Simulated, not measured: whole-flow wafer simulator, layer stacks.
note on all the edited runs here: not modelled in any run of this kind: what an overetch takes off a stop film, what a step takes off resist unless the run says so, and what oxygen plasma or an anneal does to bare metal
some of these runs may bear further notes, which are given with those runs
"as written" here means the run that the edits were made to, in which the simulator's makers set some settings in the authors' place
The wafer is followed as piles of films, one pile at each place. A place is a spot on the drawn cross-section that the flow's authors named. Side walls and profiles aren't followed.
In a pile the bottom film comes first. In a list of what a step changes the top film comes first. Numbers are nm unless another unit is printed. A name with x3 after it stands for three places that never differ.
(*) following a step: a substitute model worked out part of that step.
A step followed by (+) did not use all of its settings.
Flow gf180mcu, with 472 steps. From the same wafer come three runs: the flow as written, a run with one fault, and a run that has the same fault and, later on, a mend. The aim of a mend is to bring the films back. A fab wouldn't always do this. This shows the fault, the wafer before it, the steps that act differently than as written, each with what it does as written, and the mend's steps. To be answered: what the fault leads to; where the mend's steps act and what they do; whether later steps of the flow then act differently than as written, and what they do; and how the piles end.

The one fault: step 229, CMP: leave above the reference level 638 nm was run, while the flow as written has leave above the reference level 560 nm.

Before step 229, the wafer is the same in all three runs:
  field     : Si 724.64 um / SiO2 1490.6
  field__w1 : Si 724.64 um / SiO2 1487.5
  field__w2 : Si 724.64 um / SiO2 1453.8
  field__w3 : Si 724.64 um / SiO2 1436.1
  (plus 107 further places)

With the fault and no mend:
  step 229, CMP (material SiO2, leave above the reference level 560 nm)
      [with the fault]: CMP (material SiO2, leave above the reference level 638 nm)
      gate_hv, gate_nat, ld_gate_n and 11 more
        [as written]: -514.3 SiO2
        [with the fault]: -436.3 SiO2
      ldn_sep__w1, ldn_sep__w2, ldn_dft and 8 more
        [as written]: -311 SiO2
        [with the fault]: -233 SiO2
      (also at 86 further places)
  Later steps of the flow acting differently than as written (2 other steps are not shown; they differ only slightly, by no more than 2% or 0.5 nm, whichever is larger):
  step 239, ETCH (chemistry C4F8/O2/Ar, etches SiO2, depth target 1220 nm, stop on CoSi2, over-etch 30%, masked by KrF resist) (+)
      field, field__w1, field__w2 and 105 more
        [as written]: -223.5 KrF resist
        [with the fault]: -243.8 KrF resist
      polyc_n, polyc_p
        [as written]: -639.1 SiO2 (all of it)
        [with the fault]: -717.1 SiO2 (all of it)
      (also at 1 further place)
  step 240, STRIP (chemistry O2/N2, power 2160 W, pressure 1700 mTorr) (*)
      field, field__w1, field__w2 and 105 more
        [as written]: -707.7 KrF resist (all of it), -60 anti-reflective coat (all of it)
        [with the fault]: -687.4 KrF resist (all of it), -60 anti-reflective coat (all of it)
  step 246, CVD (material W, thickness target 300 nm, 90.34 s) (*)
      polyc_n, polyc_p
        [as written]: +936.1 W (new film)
        [with the fault]: +1014.1 W (new film)
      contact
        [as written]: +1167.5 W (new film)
        [with the fault]: +1246.1 W (new film)
  At field__w8, contact, m1 and 6 more, the piles at the end differ from the flow's by more than 2% or 0.5 nm, whichever is larger.
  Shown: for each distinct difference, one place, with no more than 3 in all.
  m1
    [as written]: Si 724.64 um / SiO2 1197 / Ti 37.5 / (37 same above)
    [with the fault]: Si 724.64 um / SiO2 1275 / Ti 37.5 / (37 same above)
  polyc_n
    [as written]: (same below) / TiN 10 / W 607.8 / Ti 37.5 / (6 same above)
    [with the fault]: (same below) / TiN 10 / W 685.8 / Ti 37.5 / (6 same above)
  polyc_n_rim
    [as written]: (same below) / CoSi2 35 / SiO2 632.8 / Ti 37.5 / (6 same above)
    [with the fault]: (same below) / CoSi2 35 / SiO2 710.8 / Ti 37.5 / (6 same above)

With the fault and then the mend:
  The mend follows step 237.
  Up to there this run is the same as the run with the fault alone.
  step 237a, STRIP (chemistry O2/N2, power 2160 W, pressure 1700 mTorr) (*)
      field, field__w1, field__w2 and 105 more
        -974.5 KrF resist (all of it), -60 anti-reflective coat (all of it)
      contact, polyc_n, polyc_p
        -60 anti-reflective coat (all of it)
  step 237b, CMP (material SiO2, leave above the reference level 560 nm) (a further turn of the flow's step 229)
      field, field__w1, field__w2 and 108 more
        -78 SiO2
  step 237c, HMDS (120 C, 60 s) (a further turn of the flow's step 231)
      does not change any film at any place that is followed
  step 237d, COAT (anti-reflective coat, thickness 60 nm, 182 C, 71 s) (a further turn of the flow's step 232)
      field, field__w1, field__w2 and 108 more
        +60 anti-reflective coat (new film)
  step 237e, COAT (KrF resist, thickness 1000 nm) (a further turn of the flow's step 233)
      field, field__w1, field__w2 and 108 more
        +1000 KrF resist (new film)
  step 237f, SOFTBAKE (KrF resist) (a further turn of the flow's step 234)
      does not change any film at any place that is followed
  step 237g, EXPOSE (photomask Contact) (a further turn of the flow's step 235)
      does not change any film at any place that is followed
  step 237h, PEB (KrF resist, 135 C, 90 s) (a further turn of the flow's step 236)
      field, field__w1, field__w2 and 108 more
        -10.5 KrF resist
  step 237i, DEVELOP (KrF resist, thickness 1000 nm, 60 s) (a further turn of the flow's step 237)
      field, field__w1, field__w2 and 105 more
        -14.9 KrF resist
      contact, polyc_n, polyc_p
        -989.5 KrF resist (all of it)
  Later steps of the flow that are run all act as written at every place that is followed.
  At every place that both follow, the piles at the end match the flow's.
